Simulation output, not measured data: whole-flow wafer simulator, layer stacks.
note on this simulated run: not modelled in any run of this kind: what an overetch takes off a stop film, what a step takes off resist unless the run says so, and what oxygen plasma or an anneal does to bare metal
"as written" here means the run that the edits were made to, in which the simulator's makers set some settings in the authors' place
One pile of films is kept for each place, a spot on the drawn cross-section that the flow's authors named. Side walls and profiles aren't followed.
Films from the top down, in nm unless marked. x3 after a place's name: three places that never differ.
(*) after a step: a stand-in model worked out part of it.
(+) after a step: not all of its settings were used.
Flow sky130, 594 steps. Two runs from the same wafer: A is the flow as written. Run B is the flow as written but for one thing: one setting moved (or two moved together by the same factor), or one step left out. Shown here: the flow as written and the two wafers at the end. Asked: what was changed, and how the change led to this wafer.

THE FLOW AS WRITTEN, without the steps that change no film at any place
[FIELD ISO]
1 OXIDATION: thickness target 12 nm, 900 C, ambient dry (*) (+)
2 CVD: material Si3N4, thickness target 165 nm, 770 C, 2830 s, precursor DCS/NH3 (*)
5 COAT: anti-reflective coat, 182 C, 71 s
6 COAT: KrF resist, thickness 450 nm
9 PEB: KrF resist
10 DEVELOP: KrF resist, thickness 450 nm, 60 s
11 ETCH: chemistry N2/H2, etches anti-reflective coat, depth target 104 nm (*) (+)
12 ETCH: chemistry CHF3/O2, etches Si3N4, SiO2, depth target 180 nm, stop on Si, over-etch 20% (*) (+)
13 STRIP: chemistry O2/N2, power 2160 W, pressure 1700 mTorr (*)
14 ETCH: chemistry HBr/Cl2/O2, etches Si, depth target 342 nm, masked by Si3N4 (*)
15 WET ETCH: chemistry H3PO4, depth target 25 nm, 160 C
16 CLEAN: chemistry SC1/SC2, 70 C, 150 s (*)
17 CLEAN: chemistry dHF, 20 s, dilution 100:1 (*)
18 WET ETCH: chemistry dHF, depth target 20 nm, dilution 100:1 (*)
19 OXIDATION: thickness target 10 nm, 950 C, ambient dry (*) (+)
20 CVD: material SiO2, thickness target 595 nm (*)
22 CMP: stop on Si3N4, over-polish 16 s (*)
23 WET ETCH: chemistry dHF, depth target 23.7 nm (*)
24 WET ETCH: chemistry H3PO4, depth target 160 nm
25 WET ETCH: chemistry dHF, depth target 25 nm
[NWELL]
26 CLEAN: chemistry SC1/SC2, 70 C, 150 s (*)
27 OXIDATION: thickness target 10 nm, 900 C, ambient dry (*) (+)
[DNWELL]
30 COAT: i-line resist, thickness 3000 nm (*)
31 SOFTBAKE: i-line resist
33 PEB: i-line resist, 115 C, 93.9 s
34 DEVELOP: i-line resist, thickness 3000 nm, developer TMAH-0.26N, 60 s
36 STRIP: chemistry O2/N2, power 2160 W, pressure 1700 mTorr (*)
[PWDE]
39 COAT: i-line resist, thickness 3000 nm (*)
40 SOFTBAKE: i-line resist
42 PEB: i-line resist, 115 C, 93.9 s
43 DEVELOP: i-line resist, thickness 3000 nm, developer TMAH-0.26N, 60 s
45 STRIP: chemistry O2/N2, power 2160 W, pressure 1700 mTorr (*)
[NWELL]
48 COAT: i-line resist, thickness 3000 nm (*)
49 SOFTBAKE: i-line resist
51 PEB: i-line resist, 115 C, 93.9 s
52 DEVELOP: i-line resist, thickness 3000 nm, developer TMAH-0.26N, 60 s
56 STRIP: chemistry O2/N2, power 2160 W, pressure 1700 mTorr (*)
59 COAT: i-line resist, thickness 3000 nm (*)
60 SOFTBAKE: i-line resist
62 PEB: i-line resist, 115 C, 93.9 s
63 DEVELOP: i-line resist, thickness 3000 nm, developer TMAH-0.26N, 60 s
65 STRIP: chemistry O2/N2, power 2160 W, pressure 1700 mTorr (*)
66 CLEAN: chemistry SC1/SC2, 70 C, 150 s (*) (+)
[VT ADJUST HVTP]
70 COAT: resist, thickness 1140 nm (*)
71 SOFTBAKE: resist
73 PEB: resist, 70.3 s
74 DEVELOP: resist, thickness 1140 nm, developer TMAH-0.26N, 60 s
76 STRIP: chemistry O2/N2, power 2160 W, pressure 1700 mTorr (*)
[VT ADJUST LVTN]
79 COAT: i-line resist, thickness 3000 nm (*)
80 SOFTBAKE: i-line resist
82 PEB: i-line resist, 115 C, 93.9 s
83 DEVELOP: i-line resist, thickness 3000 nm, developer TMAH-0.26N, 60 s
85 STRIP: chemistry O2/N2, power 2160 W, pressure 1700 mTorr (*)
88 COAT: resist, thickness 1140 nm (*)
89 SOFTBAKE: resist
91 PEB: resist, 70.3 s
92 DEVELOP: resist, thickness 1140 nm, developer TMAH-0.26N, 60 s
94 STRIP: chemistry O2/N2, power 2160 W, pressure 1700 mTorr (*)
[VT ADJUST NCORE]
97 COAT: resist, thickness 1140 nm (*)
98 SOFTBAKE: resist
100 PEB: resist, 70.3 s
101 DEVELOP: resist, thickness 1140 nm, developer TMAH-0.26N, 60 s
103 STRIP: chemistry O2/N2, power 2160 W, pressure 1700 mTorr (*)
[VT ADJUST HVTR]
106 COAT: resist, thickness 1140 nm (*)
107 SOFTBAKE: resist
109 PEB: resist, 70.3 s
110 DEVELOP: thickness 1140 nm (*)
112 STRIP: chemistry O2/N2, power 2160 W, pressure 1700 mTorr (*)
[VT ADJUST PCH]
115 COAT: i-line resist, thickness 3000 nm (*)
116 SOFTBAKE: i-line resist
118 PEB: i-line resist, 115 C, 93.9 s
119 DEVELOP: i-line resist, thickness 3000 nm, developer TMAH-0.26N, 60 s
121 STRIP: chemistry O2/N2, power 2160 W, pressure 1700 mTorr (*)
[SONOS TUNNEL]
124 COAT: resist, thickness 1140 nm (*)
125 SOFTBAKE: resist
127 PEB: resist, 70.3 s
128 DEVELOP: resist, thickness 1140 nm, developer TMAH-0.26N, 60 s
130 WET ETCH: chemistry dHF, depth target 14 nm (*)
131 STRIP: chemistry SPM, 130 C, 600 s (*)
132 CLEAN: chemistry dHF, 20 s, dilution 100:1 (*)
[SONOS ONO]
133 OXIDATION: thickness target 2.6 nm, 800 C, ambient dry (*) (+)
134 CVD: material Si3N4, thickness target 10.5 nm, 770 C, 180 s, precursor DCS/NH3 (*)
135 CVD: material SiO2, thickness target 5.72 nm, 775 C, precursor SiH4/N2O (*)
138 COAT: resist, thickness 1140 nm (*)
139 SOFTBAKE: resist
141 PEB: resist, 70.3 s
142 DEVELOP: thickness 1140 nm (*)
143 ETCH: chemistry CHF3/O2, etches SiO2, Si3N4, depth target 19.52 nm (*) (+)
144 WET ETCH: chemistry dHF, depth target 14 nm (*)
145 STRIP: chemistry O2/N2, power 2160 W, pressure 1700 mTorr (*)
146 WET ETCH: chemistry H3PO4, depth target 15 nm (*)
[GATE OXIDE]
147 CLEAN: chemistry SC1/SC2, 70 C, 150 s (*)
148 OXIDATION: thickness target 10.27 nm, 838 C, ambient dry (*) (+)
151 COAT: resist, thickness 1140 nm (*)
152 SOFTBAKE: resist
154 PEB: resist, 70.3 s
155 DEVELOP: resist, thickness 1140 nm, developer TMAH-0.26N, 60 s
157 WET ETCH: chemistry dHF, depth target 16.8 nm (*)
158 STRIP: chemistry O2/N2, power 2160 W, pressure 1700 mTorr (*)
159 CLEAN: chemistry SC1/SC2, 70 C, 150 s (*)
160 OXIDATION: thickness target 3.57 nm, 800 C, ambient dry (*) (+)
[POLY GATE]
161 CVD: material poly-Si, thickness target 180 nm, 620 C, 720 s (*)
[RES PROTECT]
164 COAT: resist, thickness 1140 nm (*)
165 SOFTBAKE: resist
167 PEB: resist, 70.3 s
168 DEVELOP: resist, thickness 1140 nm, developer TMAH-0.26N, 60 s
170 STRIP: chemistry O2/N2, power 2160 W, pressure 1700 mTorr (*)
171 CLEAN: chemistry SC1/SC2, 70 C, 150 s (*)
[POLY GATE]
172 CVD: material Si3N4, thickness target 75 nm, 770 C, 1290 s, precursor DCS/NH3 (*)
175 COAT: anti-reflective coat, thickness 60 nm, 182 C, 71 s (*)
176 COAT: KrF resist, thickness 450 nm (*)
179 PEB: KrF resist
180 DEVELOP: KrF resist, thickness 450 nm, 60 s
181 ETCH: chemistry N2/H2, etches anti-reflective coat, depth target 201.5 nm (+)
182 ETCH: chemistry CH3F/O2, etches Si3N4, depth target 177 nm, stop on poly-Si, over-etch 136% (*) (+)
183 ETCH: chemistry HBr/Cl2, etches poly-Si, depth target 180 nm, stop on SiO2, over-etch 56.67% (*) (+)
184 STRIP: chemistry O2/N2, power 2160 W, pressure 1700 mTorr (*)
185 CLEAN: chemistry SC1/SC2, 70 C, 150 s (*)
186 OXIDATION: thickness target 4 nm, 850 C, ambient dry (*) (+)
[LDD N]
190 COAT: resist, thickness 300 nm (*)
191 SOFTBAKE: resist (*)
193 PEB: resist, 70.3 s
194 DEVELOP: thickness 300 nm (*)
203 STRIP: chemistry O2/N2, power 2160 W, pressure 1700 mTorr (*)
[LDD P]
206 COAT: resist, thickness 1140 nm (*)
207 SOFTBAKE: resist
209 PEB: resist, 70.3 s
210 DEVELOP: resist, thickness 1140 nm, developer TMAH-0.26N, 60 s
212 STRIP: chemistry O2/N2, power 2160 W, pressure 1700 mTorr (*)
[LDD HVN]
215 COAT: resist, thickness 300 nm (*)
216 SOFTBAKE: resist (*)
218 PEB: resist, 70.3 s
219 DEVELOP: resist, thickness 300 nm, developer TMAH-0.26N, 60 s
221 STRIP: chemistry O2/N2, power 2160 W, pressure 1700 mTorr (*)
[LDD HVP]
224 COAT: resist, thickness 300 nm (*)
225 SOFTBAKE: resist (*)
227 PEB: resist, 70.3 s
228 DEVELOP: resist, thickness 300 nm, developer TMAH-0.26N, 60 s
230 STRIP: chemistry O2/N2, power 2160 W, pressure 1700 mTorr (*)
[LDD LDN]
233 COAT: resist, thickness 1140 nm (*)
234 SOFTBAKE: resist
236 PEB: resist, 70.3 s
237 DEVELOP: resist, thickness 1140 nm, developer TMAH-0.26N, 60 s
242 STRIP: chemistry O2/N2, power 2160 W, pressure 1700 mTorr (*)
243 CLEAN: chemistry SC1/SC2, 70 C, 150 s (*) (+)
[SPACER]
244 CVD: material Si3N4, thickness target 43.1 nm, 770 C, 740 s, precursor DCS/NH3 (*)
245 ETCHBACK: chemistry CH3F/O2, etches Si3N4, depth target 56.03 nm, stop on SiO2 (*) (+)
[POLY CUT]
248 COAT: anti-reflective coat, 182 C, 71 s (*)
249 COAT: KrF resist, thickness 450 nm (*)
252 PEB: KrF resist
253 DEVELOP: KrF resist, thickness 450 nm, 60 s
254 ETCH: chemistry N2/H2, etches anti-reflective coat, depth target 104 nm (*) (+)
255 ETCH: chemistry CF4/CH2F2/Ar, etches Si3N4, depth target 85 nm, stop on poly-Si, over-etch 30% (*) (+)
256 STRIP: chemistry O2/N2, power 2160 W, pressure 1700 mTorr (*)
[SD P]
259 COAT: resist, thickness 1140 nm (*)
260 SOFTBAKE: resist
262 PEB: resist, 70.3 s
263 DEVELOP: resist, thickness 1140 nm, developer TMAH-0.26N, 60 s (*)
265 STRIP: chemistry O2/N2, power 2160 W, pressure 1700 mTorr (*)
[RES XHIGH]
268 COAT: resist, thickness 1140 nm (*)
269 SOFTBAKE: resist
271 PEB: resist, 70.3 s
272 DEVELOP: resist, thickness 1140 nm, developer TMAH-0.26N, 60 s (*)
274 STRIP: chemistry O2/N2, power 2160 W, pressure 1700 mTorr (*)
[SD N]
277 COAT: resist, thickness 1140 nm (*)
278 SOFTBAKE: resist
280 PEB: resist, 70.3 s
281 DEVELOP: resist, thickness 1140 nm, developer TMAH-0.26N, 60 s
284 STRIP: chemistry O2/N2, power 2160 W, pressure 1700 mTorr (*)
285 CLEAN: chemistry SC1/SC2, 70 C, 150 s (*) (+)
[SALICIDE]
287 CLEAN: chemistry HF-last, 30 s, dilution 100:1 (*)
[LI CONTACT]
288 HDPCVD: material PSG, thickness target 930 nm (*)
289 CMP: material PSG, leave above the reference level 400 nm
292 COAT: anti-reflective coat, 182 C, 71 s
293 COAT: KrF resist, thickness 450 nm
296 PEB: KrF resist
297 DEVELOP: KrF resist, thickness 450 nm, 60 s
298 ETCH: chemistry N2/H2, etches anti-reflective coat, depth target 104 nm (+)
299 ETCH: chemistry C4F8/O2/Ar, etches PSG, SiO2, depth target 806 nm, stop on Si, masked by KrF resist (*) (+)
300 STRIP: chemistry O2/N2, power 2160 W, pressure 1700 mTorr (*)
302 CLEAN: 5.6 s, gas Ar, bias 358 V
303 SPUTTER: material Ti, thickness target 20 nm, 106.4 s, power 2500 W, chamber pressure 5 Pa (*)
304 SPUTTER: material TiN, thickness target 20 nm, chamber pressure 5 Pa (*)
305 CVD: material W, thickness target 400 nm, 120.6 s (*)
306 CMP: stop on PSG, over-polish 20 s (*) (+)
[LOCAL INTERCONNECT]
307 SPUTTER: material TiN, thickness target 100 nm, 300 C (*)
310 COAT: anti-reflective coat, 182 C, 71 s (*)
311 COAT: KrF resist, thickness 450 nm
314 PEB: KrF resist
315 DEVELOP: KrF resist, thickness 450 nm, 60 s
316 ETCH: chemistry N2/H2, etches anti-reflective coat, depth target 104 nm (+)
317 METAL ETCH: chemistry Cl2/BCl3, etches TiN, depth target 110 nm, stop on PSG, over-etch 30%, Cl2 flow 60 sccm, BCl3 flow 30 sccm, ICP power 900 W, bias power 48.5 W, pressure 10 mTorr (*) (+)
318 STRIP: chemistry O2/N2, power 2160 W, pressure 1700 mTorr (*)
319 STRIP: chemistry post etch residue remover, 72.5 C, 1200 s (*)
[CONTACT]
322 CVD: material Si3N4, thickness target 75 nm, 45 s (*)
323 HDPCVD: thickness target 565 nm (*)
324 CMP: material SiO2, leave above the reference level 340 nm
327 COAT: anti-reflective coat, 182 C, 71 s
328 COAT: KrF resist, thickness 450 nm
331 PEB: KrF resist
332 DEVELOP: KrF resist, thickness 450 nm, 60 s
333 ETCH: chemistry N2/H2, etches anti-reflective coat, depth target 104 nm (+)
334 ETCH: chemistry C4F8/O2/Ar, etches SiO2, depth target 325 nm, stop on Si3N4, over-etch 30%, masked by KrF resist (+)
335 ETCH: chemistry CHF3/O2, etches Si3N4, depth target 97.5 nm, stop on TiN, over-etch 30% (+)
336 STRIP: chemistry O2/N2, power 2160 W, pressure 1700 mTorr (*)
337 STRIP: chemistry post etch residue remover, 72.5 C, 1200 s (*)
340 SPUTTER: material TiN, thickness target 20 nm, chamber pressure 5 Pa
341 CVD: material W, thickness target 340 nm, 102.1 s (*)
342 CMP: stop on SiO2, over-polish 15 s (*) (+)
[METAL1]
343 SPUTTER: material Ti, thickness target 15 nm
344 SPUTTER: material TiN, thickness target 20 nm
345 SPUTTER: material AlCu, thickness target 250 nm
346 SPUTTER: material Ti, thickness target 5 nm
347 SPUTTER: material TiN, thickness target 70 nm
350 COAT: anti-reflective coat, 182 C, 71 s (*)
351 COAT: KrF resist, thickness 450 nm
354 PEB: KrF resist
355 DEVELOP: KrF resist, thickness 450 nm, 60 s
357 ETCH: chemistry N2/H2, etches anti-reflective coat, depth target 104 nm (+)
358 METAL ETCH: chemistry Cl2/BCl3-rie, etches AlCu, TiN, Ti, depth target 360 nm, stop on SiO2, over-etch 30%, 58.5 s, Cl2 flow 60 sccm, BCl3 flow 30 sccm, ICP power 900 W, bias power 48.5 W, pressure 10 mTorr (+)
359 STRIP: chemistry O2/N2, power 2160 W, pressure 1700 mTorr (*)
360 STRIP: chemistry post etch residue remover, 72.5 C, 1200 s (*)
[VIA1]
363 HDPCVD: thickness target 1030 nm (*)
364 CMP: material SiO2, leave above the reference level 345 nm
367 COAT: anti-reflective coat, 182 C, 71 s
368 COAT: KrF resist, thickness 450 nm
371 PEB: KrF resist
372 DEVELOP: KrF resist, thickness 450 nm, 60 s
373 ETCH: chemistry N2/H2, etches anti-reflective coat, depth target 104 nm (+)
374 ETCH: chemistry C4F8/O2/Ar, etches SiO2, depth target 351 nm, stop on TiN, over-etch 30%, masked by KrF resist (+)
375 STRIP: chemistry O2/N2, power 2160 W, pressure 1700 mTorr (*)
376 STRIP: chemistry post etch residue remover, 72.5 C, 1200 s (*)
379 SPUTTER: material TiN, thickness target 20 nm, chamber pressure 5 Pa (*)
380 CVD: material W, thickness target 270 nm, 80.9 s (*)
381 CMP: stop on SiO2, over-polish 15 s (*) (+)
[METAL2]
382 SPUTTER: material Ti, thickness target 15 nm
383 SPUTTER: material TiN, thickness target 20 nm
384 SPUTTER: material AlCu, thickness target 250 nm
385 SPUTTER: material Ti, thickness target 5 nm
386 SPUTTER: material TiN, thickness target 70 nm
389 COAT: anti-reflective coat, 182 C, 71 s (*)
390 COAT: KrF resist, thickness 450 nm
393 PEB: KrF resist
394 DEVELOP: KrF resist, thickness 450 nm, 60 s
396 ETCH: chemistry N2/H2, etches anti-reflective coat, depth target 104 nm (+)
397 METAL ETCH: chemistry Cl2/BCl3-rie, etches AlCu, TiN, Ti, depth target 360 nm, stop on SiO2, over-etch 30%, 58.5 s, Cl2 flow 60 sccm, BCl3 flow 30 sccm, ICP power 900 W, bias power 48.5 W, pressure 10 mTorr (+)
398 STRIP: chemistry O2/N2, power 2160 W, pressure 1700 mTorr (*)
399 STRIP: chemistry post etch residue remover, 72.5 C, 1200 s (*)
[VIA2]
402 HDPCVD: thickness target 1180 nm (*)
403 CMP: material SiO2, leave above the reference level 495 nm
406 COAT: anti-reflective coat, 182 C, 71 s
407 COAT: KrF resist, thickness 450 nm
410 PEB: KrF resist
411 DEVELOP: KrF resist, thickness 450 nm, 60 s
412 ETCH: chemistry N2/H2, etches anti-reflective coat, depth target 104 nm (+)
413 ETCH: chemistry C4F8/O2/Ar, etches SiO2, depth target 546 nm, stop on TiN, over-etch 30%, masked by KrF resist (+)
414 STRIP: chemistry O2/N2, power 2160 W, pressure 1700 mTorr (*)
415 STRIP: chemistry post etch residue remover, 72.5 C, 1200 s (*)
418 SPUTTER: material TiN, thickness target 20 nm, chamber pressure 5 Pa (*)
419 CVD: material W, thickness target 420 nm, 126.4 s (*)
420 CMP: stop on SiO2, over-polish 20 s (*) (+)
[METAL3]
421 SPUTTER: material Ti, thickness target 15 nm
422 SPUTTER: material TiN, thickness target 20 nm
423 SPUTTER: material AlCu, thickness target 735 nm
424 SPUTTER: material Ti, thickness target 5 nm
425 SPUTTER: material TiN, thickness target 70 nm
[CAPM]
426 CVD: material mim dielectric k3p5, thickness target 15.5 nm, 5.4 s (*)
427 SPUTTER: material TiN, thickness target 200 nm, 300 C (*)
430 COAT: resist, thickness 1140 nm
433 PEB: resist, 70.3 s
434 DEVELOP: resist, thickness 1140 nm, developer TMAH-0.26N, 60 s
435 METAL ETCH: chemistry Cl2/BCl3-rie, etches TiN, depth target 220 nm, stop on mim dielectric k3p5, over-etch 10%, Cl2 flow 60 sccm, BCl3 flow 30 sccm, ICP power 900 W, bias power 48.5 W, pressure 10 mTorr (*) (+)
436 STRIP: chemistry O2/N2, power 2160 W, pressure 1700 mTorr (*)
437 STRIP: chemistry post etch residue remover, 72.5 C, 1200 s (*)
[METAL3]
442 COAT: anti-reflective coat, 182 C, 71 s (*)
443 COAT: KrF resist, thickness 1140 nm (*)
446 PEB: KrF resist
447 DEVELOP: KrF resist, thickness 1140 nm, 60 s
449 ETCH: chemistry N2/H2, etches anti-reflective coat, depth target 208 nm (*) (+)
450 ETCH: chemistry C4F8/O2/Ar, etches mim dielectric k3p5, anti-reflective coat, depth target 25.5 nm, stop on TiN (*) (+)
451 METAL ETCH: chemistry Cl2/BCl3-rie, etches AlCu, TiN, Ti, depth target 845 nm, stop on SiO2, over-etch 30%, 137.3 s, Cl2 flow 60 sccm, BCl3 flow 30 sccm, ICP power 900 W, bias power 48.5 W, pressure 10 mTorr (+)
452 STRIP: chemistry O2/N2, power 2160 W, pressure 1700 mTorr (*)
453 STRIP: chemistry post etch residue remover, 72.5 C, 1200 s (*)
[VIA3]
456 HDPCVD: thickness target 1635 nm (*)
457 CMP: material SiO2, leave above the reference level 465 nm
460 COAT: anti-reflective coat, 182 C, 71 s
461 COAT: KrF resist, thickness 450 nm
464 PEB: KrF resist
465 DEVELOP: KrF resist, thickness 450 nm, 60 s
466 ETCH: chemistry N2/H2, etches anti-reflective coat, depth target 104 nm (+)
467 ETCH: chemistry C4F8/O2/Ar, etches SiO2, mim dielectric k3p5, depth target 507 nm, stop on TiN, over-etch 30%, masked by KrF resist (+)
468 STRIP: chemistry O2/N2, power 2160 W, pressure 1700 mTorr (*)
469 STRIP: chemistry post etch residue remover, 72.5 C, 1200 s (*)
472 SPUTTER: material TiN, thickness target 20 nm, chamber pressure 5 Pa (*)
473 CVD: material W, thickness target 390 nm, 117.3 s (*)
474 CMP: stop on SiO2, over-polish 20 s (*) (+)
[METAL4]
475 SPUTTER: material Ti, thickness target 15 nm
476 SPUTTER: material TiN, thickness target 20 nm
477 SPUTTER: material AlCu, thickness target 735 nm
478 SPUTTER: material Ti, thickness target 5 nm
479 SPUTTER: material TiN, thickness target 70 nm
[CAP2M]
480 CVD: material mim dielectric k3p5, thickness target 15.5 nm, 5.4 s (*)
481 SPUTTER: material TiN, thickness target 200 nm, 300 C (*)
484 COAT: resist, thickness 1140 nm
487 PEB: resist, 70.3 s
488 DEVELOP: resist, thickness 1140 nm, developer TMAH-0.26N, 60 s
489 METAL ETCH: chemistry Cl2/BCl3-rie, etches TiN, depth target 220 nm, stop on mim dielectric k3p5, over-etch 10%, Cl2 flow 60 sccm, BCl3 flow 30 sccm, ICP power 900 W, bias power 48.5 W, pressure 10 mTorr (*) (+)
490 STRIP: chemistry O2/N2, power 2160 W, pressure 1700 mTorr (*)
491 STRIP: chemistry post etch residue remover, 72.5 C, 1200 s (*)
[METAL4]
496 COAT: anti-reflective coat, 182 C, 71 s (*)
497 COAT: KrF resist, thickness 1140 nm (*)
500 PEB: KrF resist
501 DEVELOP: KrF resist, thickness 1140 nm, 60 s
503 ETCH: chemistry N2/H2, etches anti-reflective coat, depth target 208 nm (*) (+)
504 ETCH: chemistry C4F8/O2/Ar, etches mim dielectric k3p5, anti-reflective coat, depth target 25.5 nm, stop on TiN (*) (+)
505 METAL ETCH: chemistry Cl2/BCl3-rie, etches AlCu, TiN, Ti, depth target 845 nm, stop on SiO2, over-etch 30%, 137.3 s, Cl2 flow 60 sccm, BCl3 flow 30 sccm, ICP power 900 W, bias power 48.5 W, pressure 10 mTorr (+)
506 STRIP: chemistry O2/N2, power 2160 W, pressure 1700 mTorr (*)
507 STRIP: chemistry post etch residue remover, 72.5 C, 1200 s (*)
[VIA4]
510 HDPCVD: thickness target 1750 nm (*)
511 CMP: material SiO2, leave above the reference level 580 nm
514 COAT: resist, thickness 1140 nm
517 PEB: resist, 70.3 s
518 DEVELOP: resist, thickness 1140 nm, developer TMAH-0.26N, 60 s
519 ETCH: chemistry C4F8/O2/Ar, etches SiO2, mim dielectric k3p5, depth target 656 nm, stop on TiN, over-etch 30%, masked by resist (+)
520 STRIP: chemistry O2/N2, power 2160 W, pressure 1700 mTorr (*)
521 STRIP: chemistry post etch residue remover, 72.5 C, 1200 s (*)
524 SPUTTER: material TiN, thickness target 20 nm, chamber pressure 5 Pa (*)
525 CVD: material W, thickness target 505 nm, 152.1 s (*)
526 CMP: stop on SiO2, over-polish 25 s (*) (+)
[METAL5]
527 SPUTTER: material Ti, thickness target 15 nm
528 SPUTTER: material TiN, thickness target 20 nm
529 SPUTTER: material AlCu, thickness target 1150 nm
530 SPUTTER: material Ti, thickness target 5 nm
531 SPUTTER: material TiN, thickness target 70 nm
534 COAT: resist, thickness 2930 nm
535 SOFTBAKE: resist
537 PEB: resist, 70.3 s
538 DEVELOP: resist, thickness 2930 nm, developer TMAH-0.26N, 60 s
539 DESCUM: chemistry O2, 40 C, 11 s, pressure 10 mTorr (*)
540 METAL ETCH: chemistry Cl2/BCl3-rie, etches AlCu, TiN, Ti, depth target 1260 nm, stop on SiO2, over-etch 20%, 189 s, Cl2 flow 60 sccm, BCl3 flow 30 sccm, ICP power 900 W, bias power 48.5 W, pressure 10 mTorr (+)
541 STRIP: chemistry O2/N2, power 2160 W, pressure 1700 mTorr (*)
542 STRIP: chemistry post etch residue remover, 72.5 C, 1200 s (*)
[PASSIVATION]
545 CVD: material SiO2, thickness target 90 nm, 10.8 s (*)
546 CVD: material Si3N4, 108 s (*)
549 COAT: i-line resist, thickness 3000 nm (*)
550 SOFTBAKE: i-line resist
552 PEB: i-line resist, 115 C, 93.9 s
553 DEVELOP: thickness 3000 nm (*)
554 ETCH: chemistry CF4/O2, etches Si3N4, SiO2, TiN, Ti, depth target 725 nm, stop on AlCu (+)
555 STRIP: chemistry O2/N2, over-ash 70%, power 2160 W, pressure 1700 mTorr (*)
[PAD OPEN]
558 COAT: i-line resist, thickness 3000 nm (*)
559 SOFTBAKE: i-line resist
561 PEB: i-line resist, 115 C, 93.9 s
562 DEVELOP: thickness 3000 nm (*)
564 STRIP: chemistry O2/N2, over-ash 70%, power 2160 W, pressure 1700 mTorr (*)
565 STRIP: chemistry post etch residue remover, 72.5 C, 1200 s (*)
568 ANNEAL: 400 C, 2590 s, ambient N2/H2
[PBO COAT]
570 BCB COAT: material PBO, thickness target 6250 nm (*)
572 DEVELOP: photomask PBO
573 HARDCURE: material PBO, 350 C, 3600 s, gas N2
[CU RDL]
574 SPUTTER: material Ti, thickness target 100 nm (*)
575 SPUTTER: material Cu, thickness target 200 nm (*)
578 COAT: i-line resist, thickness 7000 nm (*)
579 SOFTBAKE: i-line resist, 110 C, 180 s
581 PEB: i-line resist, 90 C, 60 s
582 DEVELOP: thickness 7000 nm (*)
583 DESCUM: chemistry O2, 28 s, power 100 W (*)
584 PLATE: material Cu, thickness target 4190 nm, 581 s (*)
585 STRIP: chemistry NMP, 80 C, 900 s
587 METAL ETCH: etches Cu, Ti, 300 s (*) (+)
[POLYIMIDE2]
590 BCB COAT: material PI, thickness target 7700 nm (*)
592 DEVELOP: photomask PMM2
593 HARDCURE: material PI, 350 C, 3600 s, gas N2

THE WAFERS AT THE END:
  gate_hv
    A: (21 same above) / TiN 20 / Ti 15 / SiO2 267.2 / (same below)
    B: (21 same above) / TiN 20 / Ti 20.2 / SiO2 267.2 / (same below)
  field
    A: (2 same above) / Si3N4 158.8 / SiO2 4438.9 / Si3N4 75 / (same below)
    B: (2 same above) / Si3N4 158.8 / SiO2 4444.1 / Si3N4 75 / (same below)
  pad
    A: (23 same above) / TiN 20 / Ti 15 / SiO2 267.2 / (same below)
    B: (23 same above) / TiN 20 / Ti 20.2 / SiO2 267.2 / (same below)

The cause: step 382, SPUTTER: thickness target 20.2 nm was run, where the flow has thickness target 15 nm.
It can be read off the wafer: gate_hv has Ti 20.2, and step 382 as written asks for 15 nm.

How the change led to this, step by step:
  382 SPUTTER: material Ti, thickness target 15 nm
      field, active, n_well and 188 more: A Ti +15 (new film) | B Ti +20.2 (new film)
  397 METAL ETCH: chemistry Cl2/BCl3-rie, etches AlCu, TiN, Ti, depth target 360 nm, stop on SiO2, over-etch 30%, 58.5 s, Cl2 flow 60 sccm, BCl3 flow 30 sccm, ICP power 900 W, bias power 48.5 W, pressure 10 mTorr (+)
      field, active, gate and 82 more: A TiN -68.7 (all of it), Ti -5 (all of it), AlCu -250 (all of it), TiN -20 (all of it), Ti -15 (all of it), SiO2 -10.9 | B TiN -68.7 (all of it), Ti -5 (all of it), AlCu -250 (all of it), TiN -20 (all of it), Ti -20.2 (all of it), SiO2 -10.4
